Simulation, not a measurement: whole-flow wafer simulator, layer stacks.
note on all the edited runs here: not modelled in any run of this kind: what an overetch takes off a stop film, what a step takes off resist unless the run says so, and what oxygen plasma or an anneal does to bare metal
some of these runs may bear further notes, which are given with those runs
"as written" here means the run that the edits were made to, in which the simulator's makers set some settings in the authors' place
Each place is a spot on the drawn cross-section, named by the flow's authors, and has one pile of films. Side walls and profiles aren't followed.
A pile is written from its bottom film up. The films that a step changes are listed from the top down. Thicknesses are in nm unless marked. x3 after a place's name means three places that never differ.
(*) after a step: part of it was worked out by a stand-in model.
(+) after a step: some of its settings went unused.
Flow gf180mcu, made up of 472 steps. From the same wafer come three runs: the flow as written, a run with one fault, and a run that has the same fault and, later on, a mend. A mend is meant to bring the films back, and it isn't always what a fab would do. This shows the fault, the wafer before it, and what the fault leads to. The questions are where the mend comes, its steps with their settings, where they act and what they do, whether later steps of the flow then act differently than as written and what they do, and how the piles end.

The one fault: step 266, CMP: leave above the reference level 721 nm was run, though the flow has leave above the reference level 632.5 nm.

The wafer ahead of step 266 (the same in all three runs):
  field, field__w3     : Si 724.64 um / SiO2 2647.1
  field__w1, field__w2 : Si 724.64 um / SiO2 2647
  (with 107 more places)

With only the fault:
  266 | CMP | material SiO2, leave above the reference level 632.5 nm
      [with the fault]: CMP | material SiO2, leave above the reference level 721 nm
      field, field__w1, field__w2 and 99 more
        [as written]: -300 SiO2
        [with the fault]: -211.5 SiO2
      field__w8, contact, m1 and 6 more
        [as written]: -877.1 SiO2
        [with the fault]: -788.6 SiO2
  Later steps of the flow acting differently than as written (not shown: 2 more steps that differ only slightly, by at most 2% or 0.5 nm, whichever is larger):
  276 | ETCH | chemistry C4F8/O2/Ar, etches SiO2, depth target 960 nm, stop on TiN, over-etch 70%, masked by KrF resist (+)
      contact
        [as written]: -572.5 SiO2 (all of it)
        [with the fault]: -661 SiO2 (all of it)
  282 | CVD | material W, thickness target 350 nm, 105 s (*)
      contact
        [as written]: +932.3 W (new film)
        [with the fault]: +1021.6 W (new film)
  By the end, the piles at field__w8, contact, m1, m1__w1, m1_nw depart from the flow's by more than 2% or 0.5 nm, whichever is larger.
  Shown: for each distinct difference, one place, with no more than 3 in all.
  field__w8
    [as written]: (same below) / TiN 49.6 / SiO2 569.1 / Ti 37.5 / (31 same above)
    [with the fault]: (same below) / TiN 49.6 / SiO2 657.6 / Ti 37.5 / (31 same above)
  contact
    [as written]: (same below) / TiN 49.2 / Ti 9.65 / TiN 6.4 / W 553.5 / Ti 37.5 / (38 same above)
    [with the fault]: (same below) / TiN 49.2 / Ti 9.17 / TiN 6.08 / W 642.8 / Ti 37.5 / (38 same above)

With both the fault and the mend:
  After step 274 comes the mend.
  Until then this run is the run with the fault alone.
  274a | STRIP | chemistry O2/N2, power 2160 W, pressure 1700 mTorr (*)
      field, field__w1, field__w2 and 107 more
        -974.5 KrF resist (all of it), -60 anti-reflective coat (all of it)
      contact
        -60 anti-reflective coat (all of it)
  274b | CMP | material SiO2, leave above the reference level 632.5 nm (the flow's step 266 again)
      field, field__w1, field__w2 and 108 more
        -88.5 SiO2
  274c | HMDS | 120 C, 60 s (the flow's step 268 again)
      does not change any film at any place that is followed
  274d | COAT | anti-reflective coat, thickness 60 nm, 182 C, 71 s (the flow's step 269 again)
      field, field__w1, field__w2 and 108 more
        +60 anti-reflective coat (new film)
  274e | COAT | KrF resist, thickness 1000 nm (the flow's step 270 again)
      field, field__w1, field__w2 and 108 more
        +1000 KrF resist (new film)
  274f | SOFTBAKE | KrF resist (the flow's step 271 again)
      does not change any film at any place that is followed
  274g | EXPOSE | photomask Via1 (the flow's step 272 again)
      does not change any film at any place that is followed
  274h | PEB | KrF resist, 135 C, 90 s (the flow's step 273 again)
      field, field__w1, field__w2 and 108 more
        -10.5 KrF resist
  274i | DEVELOP | KrF resist, thickness 1000 nm, 60 s (the flow's step 274 again)
      field, field__w1, field__w2 and 107 more
        -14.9 KrF resist
      contact
        -989.5 KrF resist (all of it)
  Later steps of the flow that are run all act as written at every place that is followed.
  At every place that both follow, the piles at the end match the flow's.
